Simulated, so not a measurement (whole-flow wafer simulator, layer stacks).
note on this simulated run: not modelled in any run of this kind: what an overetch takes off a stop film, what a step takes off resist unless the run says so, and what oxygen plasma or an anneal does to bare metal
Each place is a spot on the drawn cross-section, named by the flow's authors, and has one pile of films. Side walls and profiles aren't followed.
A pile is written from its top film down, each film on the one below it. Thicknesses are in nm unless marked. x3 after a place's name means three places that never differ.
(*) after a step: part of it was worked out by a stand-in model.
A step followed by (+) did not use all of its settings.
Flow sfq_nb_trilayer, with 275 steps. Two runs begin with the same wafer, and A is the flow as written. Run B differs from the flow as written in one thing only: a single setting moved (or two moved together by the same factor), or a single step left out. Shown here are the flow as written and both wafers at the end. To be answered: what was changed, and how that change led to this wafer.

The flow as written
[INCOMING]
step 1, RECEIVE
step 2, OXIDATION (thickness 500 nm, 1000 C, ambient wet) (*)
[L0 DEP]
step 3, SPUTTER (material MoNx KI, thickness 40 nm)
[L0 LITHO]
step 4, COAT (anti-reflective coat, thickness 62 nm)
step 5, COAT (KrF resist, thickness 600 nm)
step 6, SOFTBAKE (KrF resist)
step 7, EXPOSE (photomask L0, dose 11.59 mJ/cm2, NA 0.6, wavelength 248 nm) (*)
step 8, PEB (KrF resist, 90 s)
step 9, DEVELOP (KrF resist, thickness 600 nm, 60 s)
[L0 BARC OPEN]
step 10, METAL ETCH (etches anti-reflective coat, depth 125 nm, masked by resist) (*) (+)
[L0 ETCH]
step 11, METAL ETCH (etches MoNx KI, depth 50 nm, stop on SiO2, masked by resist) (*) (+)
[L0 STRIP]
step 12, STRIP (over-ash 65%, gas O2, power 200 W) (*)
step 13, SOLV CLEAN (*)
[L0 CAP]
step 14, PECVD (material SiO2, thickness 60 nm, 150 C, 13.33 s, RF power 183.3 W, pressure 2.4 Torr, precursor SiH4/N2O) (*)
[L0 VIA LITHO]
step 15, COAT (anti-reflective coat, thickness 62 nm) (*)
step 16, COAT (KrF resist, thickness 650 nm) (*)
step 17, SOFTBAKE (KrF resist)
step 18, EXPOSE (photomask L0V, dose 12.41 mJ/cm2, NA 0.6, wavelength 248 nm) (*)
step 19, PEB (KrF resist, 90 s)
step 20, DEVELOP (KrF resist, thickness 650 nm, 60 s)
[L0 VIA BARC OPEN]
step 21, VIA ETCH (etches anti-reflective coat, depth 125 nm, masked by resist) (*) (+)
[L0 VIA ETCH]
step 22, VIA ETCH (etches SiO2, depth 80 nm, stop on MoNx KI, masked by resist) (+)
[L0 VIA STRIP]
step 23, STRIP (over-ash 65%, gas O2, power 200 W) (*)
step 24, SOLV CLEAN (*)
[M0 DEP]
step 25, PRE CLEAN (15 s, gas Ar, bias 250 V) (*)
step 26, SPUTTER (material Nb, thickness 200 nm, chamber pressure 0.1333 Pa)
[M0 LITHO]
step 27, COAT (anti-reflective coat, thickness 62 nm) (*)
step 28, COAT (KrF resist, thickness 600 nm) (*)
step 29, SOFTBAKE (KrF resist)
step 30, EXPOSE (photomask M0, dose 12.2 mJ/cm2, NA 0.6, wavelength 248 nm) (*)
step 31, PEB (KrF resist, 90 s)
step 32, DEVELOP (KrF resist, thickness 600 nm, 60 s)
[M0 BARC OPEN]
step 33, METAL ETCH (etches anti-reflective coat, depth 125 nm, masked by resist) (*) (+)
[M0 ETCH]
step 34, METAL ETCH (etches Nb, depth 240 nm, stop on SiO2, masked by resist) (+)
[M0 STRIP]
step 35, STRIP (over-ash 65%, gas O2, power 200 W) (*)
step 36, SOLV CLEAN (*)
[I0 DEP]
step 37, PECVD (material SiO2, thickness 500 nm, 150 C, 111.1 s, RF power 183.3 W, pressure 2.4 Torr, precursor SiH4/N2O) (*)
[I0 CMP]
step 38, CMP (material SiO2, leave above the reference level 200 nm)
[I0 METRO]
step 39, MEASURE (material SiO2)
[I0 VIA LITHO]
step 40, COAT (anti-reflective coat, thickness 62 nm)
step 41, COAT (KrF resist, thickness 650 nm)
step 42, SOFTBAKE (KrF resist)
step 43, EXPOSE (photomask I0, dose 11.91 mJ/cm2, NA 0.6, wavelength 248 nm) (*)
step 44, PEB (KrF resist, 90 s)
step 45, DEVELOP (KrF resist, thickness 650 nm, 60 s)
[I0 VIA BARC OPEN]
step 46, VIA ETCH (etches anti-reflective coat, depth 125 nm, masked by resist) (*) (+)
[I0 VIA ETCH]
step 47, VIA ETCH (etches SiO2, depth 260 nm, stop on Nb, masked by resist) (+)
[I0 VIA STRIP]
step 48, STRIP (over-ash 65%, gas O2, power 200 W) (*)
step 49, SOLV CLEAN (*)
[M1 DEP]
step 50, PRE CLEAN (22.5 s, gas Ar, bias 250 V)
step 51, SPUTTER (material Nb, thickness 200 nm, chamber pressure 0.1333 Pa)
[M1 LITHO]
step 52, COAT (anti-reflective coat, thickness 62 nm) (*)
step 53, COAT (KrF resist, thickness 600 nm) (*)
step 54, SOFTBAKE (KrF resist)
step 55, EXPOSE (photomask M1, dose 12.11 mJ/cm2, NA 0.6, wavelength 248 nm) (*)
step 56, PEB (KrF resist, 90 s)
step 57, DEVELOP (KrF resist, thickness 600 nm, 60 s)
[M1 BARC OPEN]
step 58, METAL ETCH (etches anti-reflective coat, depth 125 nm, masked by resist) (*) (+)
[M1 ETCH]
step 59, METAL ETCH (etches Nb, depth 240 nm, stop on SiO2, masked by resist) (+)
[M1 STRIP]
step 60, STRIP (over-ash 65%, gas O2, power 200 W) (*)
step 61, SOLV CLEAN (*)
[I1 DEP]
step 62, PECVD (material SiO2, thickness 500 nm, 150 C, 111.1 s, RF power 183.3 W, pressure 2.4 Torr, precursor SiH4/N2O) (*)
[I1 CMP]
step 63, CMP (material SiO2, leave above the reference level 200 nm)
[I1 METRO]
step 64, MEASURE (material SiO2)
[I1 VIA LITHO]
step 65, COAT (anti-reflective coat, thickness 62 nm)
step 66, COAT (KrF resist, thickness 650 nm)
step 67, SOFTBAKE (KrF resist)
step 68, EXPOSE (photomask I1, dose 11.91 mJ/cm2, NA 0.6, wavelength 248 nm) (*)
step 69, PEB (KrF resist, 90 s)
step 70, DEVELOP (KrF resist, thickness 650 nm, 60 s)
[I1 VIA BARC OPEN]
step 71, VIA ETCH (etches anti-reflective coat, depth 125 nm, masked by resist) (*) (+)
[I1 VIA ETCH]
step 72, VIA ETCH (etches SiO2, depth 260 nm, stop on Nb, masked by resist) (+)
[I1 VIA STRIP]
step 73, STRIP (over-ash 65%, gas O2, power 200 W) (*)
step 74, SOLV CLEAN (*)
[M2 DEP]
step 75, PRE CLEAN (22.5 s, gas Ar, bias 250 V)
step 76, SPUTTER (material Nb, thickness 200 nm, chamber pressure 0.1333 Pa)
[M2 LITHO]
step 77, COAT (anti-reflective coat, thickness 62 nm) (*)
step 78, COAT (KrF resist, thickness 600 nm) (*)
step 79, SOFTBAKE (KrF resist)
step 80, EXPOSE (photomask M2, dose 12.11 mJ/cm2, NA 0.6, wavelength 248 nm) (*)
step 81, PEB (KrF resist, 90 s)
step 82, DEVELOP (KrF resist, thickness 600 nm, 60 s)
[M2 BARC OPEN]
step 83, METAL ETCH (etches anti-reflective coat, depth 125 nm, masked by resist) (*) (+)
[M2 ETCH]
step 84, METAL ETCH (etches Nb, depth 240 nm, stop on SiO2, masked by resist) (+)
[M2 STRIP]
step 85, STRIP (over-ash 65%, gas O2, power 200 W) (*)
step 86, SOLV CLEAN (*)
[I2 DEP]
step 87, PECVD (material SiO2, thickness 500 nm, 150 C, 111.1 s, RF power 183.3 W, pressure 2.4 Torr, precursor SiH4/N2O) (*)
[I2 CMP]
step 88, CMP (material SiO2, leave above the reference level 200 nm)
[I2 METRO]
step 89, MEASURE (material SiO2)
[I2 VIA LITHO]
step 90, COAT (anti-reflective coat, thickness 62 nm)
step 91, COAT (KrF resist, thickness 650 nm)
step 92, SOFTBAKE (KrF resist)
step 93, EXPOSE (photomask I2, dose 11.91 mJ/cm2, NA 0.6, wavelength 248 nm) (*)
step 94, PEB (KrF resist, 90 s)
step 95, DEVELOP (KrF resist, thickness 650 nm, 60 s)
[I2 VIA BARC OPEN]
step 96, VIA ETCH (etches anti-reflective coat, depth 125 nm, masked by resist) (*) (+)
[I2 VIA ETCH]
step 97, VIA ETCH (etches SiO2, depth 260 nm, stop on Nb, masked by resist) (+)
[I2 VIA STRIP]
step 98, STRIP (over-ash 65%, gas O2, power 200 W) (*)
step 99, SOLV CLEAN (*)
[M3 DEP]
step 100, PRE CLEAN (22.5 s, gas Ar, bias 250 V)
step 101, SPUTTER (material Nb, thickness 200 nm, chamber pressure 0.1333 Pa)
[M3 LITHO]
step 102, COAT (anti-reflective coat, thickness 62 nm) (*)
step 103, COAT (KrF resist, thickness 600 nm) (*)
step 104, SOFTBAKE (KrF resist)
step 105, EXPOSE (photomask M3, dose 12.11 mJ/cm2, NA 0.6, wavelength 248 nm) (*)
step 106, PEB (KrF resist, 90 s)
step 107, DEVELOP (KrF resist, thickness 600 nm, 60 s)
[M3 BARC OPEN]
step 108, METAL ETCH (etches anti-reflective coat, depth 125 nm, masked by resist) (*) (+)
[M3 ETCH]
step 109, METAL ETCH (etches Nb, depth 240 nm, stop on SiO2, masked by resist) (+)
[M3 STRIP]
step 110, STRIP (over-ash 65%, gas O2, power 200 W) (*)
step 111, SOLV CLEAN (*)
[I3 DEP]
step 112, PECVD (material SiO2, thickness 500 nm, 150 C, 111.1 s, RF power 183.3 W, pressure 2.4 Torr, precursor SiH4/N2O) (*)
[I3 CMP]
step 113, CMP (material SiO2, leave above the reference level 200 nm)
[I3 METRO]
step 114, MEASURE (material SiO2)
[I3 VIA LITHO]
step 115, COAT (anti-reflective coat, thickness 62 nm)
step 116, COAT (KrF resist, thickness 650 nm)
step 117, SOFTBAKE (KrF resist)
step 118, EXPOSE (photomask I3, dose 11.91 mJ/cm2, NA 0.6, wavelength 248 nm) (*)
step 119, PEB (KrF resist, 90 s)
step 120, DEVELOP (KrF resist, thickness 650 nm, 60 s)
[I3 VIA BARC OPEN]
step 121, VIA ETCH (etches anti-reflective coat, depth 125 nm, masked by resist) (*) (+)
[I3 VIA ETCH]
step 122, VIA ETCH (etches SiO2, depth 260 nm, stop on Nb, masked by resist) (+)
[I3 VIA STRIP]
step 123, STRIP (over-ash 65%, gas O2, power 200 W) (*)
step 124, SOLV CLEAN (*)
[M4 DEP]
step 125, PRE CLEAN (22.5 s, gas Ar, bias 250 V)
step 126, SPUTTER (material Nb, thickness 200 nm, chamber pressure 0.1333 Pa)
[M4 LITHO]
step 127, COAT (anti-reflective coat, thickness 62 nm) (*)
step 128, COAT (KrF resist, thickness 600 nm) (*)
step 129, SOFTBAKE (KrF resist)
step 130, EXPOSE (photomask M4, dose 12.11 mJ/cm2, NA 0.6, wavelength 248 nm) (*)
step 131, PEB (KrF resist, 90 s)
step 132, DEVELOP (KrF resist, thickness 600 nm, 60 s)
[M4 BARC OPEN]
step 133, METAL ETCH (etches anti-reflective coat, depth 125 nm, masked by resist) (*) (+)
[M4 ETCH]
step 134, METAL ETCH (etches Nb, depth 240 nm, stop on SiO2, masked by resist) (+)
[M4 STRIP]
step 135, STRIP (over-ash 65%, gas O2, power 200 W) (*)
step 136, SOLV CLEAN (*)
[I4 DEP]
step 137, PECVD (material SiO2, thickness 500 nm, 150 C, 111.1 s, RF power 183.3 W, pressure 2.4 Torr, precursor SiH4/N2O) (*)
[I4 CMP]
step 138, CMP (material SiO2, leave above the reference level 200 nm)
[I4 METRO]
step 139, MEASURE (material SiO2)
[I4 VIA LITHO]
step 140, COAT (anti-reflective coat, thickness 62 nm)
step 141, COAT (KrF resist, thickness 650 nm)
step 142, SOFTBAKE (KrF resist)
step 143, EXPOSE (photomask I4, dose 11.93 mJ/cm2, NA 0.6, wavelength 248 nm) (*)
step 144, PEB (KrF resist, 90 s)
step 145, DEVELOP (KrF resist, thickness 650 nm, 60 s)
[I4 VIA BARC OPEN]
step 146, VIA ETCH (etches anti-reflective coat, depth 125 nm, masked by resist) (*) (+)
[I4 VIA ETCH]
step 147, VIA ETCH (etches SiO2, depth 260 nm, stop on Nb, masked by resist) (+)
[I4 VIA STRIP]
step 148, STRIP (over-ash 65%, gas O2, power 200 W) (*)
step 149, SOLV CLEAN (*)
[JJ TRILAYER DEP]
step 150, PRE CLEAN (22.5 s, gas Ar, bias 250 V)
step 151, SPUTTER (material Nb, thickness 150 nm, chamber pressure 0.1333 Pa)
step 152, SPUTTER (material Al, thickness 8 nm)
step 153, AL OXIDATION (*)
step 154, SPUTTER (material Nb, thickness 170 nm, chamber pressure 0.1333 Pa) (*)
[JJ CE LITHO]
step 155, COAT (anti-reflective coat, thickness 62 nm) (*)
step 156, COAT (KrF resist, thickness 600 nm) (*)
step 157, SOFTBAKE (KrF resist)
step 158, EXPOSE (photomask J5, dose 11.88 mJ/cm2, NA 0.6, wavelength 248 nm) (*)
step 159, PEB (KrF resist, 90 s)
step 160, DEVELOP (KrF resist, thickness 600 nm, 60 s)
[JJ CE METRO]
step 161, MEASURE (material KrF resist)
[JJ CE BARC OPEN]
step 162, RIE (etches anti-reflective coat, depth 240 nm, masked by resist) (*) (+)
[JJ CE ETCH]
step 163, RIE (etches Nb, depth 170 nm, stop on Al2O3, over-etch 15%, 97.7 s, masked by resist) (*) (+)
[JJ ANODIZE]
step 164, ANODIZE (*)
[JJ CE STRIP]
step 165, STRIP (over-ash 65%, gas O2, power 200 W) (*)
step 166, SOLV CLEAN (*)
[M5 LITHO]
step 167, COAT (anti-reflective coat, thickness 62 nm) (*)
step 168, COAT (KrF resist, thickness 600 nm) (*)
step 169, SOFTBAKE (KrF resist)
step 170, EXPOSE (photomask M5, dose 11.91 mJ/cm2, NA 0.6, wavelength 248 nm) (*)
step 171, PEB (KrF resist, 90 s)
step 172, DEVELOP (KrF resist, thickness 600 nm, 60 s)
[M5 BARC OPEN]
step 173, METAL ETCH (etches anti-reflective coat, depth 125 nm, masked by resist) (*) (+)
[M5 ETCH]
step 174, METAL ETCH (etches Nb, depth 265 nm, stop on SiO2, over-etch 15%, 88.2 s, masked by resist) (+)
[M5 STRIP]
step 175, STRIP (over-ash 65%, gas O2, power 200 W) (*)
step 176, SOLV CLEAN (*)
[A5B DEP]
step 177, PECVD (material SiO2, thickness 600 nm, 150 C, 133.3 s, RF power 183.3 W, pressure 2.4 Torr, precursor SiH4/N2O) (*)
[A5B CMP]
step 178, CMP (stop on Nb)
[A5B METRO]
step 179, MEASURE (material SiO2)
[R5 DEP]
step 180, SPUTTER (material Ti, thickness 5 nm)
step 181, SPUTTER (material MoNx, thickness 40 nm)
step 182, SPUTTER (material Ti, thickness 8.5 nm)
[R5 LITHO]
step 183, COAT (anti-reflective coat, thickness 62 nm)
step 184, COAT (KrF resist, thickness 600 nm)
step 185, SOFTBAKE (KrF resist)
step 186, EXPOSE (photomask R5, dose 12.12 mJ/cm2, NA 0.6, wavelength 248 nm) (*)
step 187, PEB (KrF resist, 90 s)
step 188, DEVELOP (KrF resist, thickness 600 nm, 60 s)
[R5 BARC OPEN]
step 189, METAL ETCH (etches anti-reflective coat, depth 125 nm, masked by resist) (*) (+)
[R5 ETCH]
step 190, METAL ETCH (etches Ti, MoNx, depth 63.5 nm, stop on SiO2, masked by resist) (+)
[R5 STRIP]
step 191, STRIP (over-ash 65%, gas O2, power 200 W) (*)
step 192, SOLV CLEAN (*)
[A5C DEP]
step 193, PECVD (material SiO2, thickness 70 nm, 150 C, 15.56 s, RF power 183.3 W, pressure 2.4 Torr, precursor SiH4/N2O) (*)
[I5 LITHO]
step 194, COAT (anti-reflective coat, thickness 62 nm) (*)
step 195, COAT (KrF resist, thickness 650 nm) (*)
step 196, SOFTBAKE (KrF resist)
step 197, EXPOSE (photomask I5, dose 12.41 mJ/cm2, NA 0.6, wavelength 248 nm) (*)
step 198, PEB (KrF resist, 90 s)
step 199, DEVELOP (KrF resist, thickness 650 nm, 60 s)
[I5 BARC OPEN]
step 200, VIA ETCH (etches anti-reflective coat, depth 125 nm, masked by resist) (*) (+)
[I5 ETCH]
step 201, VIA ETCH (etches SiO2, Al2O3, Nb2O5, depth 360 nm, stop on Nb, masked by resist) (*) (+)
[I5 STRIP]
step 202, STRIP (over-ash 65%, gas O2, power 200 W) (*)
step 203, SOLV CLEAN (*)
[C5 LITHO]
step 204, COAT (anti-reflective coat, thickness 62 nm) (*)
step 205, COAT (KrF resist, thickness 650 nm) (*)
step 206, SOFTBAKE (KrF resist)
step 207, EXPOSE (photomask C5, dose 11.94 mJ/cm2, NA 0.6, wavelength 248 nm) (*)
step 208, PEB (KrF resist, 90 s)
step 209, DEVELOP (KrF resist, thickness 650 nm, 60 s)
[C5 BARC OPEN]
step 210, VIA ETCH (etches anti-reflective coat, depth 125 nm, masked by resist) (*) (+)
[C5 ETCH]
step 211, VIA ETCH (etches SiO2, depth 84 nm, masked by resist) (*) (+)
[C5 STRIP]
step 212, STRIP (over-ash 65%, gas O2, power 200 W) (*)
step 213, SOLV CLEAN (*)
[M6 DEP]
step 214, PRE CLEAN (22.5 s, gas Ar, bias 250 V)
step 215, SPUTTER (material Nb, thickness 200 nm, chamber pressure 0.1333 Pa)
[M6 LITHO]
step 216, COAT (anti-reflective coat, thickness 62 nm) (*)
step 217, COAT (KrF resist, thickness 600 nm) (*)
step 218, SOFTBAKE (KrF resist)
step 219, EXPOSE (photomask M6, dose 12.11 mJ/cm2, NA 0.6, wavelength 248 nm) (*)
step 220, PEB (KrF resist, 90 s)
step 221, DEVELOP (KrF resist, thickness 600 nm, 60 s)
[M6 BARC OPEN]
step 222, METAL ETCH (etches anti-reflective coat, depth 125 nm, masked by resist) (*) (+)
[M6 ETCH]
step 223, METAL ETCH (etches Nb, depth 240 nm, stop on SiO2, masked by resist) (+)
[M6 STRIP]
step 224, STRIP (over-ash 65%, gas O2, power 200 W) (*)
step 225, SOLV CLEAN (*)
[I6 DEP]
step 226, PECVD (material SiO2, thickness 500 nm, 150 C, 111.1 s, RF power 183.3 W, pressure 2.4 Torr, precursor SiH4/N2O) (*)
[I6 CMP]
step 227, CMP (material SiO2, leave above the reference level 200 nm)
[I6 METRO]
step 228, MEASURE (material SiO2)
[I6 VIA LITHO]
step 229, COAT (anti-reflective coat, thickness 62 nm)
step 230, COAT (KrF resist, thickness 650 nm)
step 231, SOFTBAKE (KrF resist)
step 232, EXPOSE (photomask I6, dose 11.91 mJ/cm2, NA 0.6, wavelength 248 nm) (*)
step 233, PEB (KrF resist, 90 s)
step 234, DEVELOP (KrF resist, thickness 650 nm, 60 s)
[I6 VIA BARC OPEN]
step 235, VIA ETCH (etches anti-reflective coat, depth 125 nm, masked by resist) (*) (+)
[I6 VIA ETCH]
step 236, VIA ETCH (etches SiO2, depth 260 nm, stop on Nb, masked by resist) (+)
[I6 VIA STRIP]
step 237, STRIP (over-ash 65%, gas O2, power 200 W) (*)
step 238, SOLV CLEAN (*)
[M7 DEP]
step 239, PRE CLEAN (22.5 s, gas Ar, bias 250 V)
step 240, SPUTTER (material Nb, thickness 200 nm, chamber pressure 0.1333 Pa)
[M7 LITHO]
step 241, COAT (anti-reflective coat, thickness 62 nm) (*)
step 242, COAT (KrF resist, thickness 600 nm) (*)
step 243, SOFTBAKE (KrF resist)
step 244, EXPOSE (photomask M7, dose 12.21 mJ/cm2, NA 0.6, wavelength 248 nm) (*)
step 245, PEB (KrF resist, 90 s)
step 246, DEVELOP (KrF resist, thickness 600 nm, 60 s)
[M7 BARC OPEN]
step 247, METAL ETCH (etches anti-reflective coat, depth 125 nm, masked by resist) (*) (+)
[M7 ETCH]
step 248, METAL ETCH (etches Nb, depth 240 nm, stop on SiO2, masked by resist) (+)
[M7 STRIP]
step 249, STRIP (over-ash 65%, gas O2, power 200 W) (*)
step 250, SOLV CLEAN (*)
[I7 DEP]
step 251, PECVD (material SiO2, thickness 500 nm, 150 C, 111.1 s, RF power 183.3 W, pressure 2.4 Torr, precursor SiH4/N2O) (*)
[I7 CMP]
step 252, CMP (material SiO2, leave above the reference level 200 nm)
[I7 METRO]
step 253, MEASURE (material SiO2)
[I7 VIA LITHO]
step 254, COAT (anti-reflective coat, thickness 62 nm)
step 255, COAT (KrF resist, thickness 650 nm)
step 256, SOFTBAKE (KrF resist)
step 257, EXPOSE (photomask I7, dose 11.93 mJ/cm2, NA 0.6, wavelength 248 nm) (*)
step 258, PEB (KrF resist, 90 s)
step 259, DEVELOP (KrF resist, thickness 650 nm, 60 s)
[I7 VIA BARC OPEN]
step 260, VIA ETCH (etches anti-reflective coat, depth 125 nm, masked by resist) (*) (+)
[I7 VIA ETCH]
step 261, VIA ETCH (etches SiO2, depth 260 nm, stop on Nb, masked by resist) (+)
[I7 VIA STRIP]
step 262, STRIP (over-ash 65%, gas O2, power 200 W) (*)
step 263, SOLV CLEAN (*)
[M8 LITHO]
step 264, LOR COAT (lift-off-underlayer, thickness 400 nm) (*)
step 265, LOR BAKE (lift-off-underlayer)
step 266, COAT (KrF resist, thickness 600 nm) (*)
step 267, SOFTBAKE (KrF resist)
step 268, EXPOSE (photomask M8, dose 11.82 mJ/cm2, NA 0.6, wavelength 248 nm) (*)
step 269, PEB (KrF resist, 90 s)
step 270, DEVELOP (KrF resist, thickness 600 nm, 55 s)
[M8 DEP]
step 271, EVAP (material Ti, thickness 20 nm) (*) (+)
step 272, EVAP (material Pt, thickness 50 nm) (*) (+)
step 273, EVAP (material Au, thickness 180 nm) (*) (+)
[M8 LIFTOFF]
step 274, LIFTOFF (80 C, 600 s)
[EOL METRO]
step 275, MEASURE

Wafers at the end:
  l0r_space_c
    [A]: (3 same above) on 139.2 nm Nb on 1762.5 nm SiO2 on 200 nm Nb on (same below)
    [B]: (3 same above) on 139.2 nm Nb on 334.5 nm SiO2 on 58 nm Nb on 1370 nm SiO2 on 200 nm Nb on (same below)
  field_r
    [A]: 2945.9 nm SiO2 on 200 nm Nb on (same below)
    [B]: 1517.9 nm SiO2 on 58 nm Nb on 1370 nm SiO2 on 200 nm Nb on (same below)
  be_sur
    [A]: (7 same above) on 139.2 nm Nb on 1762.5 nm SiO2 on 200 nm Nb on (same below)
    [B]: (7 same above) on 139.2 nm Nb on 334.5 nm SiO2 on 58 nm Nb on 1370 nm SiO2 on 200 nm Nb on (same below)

The reason: step 134, METAL ETCH: depth 142 nm was run, though the flow has depth 240 nm.

The path from the change to this, step by step:
  step 134, METAL ETCH (etches Nb, depth 240 nm, stop on SiO2, masked by resist) (+)
      field_l, be, be_sur and 64 more: A -200 Nb (all of it) | B -142 Nb
      v_sur, via_wl, via_w and 36 more: A -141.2 KrF resist | B -83.5 KrF resist
  step 135, STRIP (over-ash 65%, gas O2, power 200 W) (*)
      p4_fl, p4_fm, p4_w1 and 26 more: A -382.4 KrF resist (all of it), -62 anti-reflective coat (all of it) | B -440 KrF resist (all of it), -62 anti-reflective coat (all of it)
      ln_m5, lsp_m, ln_m6: A -381.9 KrF resist (all of it), -61.8 anti-reflective coat (all of it) | B -439.6 KrF resist (all of it), -61.8 anti-reflective coat (all of it)
      (and at 7 other places as well)
  step 137, PECVD (material SiO2, thickness 500 nm, 150 C, 111.1 s, RF power 183.3 W, pressure 2.4 Torr, precursor SiH4/N2O) (*)
      field_l, be, be_sur and 55 more: A +500 SiO2 | B +500 SiO2 (new film)
      p3_s0, p3_s1, p3_s2, p3_s3, p3_s4, p3_s5: A +557.1 SiO2 | B +500 SiO2 (new film)
      (and at 3 other places as well)
  step 138, CMP (material SiO2, leave above the reference level 200 nm)
      field_l, be, be_sur and 55 more: A -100 SiO2 | B -158 SiO2
      lsp_r, l0_sur, l0v: A -91.9 SiO2 | B -152.3 SiO2
Taking metal films that touch as one body, l0r_space_c has 3 bodies (between them, from the top down: SiO2 334.5; SiO2 1370); the flow as written gives 2 bodies (between them, from the top down: SiO2 1762.5).
Taking metal films that touch as one body, field_r has 2 bodies (between them, from the top down: SiO2 1370); the flow as written gives 1 body.
Taking metal films that touch as one body, be_sur has 5 bodies (between them, from the top down: SiO2 192.5; SiO2 209 / Al2O3 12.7 / Nb2O5 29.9; SiO2 334.5; SiO2 1370); the flow as written gives 4 bodies (between them, from the top down: SiO2 192.5; SiO2 209 / Al2O3 12.7 / Nb2O5 29.9; SiO2 1762.5).
